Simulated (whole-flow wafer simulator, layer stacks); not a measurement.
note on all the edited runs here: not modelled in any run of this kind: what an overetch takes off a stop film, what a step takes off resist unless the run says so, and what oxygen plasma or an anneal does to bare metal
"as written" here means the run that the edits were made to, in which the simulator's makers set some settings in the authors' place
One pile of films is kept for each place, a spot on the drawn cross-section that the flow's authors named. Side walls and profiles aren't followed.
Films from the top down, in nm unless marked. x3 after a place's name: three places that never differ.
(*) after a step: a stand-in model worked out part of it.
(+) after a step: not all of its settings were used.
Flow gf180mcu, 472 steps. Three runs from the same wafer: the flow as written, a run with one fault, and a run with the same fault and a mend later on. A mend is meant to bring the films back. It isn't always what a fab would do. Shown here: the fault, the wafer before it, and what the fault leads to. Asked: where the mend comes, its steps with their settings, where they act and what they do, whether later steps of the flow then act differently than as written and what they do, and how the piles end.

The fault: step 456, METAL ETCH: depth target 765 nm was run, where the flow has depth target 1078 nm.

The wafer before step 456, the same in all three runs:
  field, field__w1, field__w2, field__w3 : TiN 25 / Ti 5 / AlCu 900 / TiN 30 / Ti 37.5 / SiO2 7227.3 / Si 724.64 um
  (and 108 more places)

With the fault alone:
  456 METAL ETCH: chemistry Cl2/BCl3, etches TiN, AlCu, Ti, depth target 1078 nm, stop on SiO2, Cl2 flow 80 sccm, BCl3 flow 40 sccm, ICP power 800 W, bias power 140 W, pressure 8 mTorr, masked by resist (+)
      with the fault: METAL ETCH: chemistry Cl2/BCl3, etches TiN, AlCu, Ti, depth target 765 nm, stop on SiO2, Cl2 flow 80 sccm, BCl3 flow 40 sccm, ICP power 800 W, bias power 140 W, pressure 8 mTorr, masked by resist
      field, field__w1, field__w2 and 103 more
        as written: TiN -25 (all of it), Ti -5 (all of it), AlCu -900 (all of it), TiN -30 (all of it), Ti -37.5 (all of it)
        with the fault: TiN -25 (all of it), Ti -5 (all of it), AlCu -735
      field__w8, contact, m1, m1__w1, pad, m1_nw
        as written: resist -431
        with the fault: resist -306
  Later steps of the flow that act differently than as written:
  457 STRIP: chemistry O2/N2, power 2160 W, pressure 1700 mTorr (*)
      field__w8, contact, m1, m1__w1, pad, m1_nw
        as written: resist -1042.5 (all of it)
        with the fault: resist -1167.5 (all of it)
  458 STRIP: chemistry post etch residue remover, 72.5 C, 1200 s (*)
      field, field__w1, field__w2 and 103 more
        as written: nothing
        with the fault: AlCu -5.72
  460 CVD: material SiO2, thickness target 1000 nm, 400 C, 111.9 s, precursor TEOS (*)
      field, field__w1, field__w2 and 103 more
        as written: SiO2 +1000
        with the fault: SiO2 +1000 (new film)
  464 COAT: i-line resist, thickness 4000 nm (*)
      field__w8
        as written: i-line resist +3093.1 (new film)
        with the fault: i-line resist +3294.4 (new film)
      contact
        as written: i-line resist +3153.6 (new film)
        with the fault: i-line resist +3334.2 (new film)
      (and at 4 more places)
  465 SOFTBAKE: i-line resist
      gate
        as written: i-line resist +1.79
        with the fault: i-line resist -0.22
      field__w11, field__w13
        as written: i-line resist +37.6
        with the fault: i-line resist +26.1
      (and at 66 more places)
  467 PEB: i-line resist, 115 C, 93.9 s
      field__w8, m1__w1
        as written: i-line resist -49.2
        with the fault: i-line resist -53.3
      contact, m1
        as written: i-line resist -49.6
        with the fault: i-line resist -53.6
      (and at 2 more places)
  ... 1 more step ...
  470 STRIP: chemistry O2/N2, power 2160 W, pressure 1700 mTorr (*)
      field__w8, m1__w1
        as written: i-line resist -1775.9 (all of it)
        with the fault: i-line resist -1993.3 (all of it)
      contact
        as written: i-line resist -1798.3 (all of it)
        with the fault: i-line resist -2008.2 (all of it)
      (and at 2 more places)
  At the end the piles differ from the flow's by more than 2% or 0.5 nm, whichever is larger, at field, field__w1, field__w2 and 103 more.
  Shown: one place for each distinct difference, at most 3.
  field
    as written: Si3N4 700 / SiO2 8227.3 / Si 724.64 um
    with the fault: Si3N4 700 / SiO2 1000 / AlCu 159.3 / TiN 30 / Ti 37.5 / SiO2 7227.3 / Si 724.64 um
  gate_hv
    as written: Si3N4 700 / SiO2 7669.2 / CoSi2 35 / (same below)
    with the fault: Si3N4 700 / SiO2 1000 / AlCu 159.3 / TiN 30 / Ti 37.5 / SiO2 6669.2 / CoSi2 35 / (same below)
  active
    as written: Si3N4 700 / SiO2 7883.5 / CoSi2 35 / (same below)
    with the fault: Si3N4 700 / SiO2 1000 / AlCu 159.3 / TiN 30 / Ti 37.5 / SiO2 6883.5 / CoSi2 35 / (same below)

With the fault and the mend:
  The mend comes after step 456.
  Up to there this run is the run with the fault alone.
  456a METAL ETCH: chemistry Cl2/BCl3, etches TiN, AlCu, Ti, depth target 312.5 nm, stop on SiO2, Cl2 flow 80 sccm, BCl3 flow 40 sccm, ICP power 800 W, bias power 140 W, pressure 8 mTorr, masked by resist (+) (the flow's step 456 once more, with other settings)
      field, field__w1, field__w2 and 103 more
        AlCu -165 (all of it), TiN -30 (all of it), Ti -37.5 (all of it)
      field__w8, contact, m1, m1__w1, pad, m1_nw
        resist -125
  No later step of the flow acts differently than as written at any place that is followed.
  At the end the piles are the same as the flow's at every place that both follow.
